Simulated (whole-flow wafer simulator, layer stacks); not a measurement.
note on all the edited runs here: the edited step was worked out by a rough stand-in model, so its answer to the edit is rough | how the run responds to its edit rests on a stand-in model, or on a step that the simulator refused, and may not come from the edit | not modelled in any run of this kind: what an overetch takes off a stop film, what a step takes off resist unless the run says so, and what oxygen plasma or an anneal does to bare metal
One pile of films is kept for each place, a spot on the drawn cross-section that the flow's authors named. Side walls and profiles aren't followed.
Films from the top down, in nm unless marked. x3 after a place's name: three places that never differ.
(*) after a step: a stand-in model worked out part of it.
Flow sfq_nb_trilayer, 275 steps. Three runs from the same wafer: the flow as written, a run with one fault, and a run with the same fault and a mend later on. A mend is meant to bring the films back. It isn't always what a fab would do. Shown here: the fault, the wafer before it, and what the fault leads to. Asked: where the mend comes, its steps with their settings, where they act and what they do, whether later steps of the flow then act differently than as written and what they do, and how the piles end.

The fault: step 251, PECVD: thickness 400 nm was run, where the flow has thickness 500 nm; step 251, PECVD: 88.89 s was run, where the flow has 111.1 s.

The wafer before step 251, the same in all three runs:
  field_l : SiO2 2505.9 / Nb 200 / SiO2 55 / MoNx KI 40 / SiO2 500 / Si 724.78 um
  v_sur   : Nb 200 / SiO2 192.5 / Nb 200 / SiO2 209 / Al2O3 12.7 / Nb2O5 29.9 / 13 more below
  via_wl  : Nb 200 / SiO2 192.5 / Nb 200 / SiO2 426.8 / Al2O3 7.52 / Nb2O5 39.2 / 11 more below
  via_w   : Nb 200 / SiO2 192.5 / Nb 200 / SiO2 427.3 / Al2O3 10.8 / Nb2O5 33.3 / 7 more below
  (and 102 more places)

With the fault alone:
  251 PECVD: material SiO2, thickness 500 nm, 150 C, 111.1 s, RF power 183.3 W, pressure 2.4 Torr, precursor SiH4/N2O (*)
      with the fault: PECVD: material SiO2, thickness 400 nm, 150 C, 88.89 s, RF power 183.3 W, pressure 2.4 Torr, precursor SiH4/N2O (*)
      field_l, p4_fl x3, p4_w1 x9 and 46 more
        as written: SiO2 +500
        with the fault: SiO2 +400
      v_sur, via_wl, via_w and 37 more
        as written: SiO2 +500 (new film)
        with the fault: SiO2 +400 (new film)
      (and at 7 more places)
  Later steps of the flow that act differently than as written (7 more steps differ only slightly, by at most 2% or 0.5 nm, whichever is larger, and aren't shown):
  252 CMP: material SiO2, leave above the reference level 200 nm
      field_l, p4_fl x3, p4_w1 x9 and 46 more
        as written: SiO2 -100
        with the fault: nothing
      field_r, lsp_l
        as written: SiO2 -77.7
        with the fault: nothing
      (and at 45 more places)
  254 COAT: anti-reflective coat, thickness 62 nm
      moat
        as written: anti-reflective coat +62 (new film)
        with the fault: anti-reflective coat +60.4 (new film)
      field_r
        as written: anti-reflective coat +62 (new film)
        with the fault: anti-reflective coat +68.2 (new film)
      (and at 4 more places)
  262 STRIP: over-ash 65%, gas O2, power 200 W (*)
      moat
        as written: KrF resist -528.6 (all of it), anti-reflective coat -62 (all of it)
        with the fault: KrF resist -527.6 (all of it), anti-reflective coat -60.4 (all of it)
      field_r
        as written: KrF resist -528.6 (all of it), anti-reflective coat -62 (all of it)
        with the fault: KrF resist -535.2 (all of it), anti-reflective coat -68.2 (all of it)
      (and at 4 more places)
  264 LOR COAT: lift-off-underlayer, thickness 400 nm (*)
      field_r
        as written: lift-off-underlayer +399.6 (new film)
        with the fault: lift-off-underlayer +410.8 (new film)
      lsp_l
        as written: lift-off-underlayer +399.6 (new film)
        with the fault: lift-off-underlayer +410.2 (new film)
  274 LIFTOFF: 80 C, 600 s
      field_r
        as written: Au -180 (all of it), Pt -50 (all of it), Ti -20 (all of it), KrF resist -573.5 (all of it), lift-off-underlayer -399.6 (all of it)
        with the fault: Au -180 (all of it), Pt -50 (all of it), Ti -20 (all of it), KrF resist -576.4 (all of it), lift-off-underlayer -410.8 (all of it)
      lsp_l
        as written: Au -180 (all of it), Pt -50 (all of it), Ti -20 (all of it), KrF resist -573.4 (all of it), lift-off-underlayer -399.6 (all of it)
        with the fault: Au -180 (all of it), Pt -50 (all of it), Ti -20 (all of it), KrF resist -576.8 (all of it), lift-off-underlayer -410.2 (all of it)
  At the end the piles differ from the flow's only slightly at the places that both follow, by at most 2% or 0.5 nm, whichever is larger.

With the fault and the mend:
  The mend comes after step 251.
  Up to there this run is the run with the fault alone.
  251a PECVD: material SiO2, thickness 100 nm, 150 C, 22.22 s, RF power 183.3 W, pressure 2.4 Torr, precursor SiH4/N2O (*) (the flow's step 251 once more, with other settings)
      field_l, v_sur, via_wl and 98 more
        SiO2 +100
      field_r, lsp_l
        SiO2 +96.2
      l0_sur, l0v
        SiO2 +97.8
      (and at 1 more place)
  Later steps of the flow that act differently than as written:
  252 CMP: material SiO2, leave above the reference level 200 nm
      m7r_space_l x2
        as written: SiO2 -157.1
        with the mend: SiO2 -100
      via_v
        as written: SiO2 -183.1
        with the mend: SiO2 -145.7
  At the end the piles are the same as the flow's at every place that both follow.
